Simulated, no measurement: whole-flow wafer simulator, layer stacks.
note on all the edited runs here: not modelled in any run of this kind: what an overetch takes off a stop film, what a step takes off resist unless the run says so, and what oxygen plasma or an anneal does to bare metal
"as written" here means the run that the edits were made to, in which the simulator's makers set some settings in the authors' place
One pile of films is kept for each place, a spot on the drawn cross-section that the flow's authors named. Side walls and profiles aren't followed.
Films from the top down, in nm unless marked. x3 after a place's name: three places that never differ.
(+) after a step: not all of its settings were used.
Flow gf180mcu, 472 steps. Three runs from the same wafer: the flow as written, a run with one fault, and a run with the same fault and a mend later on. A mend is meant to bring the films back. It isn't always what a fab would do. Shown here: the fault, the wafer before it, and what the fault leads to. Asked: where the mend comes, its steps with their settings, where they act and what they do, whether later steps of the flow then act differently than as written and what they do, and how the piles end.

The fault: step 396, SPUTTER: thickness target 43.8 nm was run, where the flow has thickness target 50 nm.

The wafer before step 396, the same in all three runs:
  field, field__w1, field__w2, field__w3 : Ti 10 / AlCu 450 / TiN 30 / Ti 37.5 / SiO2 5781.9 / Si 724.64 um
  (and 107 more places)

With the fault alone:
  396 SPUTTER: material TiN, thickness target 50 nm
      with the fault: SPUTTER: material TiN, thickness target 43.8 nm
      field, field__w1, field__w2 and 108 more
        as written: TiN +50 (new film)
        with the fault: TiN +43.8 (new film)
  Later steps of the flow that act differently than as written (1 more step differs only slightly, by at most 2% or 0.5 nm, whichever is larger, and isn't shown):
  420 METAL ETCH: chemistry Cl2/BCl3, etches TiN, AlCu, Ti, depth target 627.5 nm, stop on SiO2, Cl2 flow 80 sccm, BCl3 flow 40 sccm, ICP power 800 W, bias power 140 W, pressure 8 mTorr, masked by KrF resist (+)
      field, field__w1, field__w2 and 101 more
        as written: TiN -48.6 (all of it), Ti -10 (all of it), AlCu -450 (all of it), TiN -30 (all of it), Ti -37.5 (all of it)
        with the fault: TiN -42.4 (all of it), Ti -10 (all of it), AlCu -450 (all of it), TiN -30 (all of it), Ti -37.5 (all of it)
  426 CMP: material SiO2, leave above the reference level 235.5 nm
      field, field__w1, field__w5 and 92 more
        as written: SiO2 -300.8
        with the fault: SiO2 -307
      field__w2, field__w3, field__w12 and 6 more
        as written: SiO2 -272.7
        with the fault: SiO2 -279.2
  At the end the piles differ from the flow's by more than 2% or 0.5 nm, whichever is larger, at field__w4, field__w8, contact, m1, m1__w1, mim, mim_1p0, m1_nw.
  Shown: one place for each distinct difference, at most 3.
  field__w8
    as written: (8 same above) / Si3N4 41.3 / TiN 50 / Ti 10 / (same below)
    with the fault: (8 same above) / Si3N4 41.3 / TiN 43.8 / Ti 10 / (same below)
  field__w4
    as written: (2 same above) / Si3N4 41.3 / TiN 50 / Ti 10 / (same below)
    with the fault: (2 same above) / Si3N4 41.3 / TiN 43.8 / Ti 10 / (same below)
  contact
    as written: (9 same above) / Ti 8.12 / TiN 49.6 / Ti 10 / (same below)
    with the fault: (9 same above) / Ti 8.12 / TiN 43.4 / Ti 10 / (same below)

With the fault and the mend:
  The mend comes after step 396.
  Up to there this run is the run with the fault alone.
  396a SPUTTER: material TiN, thickness target 6.2 nm (the flow's step 396 once more, with other settings)
      field, field__w1, field__w2 and 108 more
        TiN +6.2
  No later step of the flow acts differently than as written at any place that is followed.
  At the end the piles are the same as the flow's at every place that both follow.
